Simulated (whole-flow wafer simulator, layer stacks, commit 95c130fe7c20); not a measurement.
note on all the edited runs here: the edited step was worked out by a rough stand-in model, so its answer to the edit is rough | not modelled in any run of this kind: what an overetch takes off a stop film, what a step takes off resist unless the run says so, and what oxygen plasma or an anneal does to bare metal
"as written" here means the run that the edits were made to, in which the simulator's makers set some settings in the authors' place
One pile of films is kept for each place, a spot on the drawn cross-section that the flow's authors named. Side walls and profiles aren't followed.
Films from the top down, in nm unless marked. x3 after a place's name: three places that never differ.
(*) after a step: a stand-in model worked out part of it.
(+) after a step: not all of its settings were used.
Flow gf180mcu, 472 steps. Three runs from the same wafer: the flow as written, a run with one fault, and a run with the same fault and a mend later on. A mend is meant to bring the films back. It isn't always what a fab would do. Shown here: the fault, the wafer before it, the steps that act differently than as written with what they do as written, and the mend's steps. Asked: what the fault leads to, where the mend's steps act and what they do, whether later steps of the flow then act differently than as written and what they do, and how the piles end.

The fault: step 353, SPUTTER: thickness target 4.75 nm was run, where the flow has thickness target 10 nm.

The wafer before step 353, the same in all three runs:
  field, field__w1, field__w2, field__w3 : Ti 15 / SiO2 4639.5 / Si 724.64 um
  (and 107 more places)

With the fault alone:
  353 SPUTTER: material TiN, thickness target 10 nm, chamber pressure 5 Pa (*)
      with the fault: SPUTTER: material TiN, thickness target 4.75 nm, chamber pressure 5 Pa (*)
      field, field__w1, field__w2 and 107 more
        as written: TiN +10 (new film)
        with the fault: TiN +4.75 (new film)
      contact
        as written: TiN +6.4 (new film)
        with the fault: TiN +3.05 (new film)
  Later steps of the flow that act differently than as written (1 more step differs only slightly, by at most 2% or 0.5 nm, whichever is larger, and isn't shown):
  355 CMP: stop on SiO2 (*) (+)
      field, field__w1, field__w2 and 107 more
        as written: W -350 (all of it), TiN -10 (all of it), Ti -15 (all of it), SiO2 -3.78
        with the fault: W -350 (all of it), TiN -4.75 (all of it), Ti -15 (all of it), SiO2 -3.73
  At the end the piles differ from the flow's by more than 2% or 0.5 nm, whichever is larger, at contact.
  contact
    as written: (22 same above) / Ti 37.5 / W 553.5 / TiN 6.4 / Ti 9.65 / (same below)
    with the fault: (22 same above) / Ti 37.5 / W 556.9 / TiN 3.05 / Ti 9.65 / (same below)

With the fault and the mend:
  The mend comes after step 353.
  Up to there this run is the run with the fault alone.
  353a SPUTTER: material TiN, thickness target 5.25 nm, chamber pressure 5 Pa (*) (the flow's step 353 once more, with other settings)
      field, field__w1, field__w2 and 107 more
        TiN +5.25
      contact
        TiN +3.36
  No later step of the flow acts differently than as written at any place that is followed.
  At the end the piles are the same as the flow's at every place that both follow.
